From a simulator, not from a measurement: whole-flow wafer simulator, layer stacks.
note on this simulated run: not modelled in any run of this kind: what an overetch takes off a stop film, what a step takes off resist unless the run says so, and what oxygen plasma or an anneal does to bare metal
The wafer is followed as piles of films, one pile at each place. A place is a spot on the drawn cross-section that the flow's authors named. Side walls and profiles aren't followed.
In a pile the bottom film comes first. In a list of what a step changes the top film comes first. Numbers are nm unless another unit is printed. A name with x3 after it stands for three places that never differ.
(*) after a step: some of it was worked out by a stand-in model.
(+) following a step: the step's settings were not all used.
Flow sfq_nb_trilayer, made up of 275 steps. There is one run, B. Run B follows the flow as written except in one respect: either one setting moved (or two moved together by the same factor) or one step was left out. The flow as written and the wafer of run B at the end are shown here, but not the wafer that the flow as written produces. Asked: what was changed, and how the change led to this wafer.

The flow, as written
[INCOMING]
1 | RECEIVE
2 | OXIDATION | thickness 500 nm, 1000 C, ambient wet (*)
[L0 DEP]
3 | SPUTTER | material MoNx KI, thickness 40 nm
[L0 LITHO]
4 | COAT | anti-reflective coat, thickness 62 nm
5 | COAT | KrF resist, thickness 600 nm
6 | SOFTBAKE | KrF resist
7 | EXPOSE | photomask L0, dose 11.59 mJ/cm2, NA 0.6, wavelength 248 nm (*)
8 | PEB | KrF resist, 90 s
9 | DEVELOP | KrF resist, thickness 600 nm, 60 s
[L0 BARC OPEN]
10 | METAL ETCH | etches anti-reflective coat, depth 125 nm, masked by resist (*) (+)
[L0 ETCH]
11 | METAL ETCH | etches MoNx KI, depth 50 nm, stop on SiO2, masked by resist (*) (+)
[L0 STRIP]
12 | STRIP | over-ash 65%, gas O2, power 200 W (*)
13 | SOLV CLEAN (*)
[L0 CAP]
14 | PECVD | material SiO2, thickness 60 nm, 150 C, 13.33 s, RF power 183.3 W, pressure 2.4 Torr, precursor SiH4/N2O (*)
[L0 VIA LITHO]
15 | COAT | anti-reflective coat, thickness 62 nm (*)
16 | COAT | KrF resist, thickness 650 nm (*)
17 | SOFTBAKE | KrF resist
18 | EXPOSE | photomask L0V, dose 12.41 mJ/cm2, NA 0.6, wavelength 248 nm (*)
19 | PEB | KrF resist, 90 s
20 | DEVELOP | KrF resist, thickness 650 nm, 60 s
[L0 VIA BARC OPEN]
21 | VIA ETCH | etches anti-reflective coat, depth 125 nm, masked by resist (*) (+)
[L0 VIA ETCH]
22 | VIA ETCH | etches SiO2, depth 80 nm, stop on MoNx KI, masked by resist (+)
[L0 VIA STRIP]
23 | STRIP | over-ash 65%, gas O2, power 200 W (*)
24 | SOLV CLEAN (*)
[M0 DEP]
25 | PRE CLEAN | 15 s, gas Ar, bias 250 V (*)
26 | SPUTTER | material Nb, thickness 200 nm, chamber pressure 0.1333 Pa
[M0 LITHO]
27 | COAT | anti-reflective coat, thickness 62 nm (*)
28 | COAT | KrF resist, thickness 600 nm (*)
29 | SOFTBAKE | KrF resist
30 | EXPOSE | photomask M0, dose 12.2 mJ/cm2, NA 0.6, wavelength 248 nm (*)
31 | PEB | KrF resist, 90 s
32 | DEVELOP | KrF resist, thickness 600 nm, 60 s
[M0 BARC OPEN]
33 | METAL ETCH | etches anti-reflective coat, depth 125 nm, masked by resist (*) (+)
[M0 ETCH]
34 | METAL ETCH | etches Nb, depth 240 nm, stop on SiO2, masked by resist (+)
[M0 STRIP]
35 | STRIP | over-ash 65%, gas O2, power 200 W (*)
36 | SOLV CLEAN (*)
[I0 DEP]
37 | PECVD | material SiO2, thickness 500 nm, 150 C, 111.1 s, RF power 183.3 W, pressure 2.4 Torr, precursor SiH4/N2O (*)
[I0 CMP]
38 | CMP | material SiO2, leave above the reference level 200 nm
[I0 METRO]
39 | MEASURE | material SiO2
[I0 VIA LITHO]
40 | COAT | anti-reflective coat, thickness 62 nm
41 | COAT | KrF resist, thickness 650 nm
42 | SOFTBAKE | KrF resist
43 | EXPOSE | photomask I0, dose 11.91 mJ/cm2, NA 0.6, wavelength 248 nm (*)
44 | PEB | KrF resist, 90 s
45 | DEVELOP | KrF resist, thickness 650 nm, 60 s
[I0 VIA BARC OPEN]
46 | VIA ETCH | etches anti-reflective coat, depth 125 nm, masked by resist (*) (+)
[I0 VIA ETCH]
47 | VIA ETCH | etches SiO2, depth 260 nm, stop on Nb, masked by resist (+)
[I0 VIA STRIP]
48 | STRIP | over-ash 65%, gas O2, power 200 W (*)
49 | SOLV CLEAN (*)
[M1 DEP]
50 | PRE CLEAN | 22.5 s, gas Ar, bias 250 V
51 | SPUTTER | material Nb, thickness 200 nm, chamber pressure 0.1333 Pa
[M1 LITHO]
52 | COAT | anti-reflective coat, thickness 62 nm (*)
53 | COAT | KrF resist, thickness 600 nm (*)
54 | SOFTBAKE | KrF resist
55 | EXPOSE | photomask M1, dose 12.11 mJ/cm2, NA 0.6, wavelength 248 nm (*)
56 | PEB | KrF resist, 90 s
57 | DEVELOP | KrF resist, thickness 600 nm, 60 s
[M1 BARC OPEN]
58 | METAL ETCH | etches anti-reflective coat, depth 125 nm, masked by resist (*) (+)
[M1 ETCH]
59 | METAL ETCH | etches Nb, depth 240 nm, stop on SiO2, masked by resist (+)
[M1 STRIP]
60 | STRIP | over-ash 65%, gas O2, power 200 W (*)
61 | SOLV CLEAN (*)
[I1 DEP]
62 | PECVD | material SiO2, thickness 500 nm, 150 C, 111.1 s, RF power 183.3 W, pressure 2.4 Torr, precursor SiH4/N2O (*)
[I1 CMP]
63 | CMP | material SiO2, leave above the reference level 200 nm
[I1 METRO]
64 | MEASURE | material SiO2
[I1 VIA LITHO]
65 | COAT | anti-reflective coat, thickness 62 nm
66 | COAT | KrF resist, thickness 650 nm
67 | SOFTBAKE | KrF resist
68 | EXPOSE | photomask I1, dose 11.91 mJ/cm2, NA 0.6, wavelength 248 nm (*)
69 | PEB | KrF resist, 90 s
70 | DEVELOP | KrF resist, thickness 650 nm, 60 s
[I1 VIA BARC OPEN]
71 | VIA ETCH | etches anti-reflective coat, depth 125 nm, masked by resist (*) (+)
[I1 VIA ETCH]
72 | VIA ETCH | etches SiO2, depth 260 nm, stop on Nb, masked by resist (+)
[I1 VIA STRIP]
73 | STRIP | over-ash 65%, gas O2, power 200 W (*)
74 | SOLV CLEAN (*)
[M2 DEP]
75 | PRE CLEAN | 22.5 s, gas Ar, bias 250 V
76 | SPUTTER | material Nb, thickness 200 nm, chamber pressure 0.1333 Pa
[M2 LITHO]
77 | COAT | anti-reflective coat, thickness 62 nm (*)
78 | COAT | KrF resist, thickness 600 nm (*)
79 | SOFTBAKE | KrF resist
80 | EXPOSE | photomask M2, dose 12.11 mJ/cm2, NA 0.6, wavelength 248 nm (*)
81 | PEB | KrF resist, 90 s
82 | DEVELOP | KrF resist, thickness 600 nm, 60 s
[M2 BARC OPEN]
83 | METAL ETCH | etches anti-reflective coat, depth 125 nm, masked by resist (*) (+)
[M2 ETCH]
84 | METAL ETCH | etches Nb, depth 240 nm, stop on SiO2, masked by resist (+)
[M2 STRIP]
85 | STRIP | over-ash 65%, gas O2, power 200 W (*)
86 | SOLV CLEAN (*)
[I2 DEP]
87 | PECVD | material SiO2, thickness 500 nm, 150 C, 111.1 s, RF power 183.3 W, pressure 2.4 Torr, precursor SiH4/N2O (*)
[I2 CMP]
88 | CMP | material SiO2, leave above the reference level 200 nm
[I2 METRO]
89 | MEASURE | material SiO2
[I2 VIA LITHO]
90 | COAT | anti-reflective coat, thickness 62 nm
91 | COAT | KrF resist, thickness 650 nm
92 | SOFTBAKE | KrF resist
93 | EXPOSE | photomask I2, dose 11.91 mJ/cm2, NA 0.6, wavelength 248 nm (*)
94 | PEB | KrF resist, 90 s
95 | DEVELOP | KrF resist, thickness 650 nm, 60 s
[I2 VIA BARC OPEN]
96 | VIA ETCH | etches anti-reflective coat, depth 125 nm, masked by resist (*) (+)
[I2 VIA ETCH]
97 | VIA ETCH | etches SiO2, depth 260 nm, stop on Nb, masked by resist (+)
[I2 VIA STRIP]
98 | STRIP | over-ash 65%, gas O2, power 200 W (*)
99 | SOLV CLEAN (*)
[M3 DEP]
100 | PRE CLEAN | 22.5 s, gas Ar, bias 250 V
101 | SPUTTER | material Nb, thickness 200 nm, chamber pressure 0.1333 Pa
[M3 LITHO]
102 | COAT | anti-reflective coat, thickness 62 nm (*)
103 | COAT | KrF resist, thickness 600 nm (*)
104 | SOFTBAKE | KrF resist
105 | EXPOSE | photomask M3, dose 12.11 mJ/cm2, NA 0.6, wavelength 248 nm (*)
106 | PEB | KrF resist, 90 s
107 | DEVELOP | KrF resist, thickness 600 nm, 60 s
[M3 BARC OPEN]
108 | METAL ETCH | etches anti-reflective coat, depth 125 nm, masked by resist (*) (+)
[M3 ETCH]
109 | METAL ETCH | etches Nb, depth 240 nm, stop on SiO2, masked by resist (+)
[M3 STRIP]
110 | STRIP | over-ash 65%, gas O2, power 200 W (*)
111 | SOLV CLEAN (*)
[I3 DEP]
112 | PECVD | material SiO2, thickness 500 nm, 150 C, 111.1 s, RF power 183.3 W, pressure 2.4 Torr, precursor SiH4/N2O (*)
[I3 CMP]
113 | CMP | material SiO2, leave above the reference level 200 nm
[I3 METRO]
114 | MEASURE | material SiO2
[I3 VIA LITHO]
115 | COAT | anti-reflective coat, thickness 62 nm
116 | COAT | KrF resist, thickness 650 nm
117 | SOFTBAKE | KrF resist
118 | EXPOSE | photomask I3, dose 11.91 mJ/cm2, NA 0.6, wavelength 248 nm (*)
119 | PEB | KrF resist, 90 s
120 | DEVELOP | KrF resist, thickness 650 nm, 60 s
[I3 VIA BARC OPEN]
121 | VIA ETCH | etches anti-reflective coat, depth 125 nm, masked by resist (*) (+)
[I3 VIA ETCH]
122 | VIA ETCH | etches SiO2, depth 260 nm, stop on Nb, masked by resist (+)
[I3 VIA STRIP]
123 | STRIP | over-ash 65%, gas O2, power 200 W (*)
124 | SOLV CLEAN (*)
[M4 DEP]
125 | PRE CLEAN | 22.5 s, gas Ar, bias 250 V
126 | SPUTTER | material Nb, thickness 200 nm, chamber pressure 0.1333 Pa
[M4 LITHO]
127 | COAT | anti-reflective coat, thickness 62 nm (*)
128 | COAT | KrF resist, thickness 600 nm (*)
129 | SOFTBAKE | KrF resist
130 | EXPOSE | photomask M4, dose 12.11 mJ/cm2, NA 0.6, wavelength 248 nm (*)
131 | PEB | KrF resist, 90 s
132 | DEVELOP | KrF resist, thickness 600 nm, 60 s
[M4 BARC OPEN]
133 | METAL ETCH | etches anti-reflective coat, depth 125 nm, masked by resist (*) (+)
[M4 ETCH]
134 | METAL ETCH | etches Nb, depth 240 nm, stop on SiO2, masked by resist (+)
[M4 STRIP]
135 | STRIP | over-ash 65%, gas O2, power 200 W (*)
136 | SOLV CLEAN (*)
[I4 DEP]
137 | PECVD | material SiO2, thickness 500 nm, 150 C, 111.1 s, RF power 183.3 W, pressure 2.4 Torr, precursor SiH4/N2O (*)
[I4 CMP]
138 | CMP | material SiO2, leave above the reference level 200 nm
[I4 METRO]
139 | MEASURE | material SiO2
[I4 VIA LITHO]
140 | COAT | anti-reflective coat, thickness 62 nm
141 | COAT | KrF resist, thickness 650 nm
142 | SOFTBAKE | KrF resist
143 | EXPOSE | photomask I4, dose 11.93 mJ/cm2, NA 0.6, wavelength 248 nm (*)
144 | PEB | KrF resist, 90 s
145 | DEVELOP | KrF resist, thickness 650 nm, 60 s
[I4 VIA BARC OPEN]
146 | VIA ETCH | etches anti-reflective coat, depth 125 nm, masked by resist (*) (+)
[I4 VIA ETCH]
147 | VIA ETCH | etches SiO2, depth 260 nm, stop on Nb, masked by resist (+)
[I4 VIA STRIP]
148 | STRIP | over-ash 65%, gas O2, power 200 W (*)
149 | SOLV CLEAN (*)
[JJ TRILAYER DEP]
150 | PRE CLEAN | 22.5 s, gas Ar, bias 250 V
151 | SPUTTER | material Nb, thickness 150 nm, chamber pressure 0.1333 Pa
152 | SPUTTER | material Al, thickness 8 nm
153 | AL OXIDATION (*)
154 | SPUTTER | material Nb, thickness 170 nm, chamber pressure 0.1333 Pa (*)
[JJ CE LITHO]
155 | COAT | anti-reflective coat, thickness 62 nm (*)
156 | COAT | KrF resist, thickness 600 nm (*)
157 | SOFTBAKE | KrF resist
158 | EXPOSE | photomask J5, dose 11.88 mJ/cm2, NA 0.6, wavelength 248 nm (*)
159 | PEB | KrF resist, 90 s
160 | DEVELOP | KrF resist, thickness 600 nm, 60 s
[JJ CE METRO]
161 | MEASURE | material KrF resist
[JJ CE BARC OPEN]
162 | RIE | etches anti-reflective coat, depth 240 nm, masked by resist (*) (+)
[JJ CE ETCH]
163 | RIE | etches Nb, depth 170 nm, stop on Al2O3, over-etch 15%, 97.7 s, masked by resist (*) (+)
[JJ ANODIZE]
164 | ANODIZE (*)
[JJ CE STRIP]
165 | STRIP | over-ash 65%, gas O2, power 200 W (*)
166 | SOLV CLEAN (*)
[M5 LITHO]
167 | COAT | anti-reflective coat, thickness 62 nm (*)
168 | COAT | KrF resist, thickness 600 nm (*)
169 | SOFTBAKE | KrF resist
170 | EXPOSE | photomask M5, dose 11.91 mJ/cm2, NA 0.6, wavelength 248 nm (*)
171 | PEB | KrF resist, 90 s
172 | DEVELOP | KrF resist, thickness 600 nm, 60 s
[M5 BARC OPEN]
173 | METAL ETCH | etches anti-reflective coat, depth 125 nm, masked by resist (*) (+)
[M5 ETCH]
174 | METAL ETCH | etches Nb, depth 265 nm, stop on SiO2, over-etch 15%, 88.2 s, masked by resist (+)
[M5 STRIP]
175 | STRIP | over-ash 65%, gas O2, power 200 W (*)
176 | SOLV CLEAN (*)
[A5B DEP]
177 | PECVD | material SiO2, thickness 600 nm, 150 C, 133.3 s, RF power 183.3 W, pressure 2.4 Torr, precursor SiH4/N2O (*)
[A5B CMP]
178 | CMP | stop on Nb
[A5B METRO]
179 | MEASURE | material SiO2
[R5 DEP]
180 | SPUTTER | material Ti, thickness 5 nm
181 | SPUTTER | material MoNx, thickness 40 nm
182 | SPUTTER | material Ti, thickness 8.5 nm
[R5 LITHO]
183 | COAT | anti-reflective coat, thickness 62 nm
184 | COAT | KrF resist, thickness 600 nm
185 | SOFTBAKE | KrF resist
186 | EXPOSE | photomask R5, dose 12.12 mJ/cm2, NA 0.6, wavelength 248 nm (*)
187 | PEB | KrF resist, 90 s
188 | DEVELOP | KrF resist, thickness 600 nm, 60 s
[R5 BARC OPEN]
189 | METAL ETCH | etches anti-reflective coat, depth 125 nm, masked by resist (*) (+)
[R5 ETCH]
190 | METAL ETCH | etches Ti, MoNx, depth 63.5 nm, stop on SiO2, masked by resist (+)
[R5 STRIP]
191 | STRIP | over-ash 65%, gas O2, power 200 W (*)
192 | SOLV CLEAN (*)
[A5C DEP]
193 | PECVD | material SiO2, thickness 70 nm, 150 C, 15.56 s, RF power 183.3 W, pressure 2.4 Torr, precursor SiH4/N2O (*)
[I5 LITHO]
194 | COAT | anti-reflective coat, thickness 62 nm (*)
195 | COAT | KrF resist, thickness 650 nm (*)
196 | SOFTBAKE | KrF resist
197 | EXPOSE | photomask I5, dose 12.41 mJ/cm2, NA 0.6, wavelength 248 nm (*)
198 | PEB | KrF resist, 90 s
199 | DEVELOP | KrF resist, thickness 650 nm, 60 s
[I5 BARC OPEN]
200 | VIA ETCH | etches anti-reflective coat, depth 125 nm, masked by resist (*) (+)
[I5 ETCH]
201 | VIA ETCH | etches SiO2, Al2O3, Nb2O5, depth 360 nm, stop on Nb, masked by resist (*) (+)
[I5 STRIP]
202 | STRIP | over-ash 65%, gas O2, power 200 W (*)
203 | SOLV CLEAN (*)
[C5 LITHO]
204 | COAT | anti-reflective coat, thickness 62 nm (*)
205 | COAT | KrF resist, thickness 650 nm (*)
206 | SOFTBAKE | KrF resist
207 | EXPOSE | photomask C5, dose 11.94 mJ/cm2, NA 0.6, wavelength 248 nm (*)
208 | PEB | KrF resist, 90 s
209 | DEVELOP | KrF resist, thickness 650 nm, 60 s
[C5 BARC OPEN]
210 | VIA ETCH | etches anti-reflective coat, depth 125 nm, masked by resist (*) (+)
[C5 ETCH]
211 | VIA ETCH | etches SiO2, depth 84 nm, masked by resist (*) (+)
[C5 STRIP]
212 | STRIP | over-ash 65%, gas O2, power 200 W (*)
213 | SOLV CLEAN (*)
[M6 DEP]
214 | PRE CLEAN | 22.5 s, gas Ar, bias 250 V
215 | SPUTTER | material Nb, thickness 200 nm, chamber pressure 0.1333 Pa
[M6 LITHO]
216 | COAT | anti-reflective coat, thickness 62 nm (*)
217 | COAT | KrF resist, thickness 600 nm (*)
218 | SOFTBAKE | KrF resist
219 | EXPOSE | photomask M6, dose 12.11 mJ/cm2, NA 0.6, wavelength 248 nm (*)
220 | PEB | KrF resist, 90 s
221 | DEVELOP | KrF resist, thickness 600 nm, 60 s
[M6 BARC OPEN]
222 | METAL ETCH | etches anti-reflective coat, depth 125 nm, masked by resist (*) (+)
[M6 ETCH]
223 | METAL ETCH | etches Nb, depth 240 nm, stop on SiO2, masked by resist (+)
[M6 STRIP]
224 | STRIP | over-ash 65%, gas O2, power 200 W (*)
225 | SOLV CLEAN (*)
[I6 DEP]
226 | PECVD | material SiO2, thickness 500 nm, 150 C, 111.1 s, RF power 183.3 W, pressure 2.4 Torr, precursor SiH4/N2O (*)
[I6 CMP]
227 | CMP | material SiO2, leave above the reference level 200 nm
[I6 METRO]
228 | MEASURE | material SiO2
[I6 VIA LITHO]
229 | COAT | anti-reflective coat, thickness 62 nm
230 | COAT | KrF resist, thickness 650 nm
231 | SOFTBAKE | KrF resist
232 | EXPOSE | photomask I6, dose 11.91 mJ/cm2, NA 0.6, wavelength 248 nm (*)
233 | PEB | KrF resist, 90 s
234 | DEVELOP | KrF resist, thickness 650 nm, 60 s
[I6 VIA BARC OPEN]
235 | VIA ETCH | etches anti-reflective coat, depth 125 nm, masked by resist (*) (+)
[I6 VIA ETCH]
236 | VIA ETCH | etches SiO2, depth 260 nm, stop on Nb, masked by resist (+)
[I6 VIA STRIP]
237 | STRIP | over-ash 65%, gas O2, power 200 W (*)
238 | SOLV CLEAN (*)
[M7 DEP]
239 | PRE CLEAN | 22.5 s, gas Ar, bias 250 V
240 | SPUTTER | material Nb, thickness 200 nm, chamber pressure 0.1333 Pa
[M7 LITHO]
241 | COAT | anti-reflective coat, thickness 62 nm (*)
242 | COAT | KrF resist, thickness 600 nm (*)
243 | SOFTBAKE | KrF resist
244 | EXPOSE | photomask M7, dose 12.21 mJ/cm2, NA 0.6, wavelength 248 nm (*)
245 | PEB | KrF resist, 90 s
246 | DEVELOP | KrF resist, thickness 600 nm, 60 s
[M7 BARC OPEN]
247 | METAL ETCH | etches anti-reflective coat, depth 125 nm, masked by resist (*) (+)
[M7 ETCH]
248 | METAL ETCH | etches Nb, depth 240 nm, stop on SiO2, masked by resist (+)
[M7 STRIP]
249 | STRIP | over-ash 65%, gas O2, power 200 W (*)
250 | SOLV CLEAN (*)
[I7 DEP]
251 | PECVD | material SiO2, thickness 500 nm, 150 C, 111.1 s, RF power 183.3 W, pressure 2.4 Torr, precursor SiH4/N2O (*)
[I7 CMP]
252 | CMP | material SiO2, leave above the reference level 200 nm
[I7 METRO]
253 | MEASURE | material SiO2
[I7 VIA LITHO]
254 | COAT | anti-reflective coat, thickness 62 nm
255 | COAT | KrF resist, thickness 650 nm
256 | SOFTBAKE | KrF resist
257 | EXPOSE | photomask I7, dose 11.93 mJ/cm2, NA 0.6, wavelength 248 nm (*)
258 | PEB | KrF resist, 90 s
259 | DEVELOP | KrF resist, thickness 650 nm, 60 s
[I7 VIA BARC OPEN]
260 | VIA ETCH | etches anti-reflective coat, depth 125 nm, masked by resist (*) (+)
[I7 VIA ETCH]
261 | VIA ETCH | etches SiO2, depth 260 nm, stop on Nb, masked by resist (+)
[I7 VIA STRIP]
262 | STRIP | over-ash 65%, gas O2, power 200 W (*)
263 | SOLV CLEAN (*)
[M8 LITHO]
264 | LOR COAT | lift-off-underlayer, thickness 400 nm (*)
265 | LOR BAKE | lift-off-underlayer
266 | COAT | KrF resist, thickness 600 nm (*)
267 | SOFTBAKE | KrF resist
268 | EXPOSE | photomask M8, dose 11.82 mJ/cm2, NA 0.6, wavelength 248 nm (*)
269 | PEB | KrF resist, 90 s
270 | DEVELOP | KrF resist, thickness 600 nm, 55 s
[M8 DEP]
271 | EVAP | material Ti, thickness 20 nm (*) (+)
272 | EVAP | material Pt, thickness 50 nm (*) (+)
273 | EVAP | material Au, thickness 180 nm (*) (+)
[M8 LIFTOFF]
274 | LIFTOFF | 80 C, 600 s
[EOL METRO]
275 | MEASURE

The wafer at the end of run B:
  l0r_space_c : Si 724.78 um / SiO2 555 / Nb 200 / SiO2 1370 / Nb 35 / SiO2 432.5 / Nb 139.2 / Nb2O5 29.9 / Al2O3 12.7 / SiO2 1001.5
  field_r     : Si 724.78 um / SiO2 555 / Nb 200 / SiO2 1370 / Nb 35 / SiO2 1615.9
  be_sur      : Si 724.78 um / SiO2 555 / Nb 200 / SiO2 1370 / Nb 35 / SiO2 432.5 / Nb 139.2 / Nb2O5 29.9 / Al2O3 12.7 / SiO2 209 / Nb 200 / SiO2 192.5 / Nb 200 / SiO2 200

The reason: step 126, SPUTTER: thickness 275 nm was run, though the flow has thickness 200 nm.

How this came from the change, step by step:
  126 | SPUTTER | material Nb, thickness 200 nm, chamber pressure 0.1333 Pa
      field_l, v_sur, via_wl and 102 more: +275 Nb (new film) (in the flow as written it would be: +200 Nb (new film))
      via_v: +228.6 Nb (in the flow as written it would be: +165.5 Nb)
  134 | METAL ETCH | etches Nb, depth 240 nm, stop on SiO2, masked by resist (+)
      field_l, be, be_sur and 64 more: -240 Nb (in the flow as written it would be: -200 Nb (all of it))
  137 | PECVD | material SiO2, thickness 500 nm, 150 C, 111.1 s, RF power 183.3 W, pressure 2.4 Torr, precursor SiH4/N2O (*)
      field_l, be, be_sur and 55 more: +500 SiO2 (new film) (in the flow as written it would be: +500 SiO2)
      p3_s0 x6: +597.1 SiO2 (new film) (in the flow as written it would be: +557.1 SiO2)
      (and at 4 other places as well)
  138 | CMP | material SiO2, leave above the reference level 200 nm
      field_l, be, be_sur and 55 more: -60 SiO2 (in the flow as written it would be: -100 SiO2)
      lsp_r, l0_sur, l0v: -50.3 SiO2 (in the flow as written it would be: -91.9 SiO2)
      (and at 1 other place as well)
With metal films that touch counted as one body, l0r_space_c has 3 bodies (between them, from the top down: SiO2 432.5; SiO2 1370); the flow as written gives 2 bodies (between them, from the top down: SiO2 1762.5).
With metal films that touch counted as one body, field_r has 2 bodies (between them, from the top down: SiO2 1370); the flow as written gives 1 body.
With metal films that touch counted as one body, be_sur has 5 bodies (between them, from the top down: SiO2 192.5; SiO2 209 / Al2O3 12.7 / Nb2O5 29.9; SiO2 432.5; SiO2 1370); the flow as written gives 4 bodies (between them, from the top down: SiO2 192.5; SiO2 209 / Al2O3 12.7 / Nb2O5 29.9; SiO2 1762.5).
